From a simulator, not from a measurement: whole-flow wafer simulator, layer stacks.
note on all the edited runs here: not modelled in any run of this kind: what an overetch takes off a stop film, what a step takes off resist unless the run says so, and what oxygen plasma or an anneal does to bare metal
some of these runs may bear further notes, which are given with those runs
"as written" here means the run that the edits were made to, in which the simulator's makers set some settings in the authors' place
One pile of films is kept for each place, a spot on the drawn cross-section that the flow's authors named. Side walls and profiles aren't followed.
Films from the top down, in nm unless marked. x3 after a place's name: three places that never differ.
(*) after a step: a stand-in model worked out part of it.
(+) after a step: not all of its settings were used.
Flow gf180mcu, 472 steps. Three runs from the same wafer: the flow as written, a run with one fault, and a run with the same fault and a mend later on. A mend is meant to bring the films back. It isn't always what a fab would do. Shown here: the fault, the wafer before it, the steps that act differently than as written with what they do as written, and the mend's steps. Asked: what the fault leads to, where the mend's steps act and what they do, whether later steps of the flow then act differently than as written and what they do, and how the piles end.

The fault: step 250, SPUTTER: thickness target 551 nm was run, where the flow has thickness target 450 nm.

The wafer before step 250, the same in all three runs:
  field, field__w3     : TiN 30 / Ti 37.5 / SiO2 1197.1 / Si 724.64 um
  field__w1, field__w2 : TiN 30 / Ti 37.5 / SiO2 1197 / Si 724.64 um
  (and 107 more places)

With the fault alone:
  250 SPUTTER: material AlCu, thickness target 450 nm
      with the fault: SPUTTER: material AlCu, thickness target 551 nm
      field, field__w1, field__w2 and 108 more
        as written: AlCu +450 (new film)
        with the fault: AlCu +551 (new film)
  Later steps of the flow that act differently than as written (1 more step differs only slightly, by at most 2% or 0.5 nm, whichever is larger, and isn't shown):
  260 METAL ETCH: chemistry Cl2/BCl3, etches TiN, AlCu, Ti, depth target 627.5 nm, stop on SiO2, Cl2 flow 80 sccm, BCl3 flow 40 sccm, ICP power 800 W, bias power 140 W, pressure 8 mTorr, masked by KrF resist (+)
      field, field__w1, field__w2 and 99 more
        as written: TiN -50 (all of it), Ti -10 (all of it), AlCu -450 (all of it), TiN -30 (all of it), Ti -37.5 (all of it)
        with the fault: TiN -50 (all of it), Ti -10 (all of it), AlCu -551 (all of it), TiN -16.5
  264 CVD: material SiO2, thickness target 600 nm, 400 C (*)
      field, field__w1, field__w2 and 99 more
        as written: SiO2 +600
        with the fault: SiO2 +600 (new film)
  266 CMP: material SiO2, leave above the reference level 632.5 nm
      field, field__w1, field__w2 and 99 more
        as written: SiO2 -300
        with the fault: SiO2 -249.6
  At the end the piles differ from the flow's by more than 2% or 0.5 nm, whichever is larger, at field, field__w1, field__w2 and 109 more.
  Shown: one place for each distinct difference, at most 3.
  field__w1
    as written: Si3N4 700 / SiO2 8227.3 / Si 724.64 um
    with the fault: Si3N4 700 / SiO2 7080.7 / TiN 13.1 / Ti 37.5 / SiO2 1197 / Si 724.64 um
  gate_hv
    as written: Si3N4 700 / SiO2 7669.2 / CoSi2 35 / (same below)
    with the fault: Si3N4 700 / SiO2 7080.7 / TiN 13.1 / Ti 37.5 / SiO2 638.9 / CoSi2 35 / (same below)
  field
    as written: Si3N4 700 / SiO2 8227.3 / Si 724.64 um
    with the fault: Si3N4 700 / SiO2 7080.7 / TiN 13.1 / Ti 37.5 / SiO2 1197.1 / Si 724.64 um

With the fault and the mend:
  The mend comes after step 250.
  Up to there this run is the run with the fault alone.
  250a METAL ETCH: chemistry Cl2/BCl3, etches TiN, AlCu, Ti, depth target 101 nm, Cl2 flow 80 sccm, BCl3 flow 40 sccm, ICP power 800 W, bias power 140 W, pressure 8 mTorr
      field, field__w1, field__w2 and 108 more
        AlCu -101
  No later step of the flow acts differently than as written at any place that is followed.
  At the end the piles are the same as the flow's at every place that both follow.
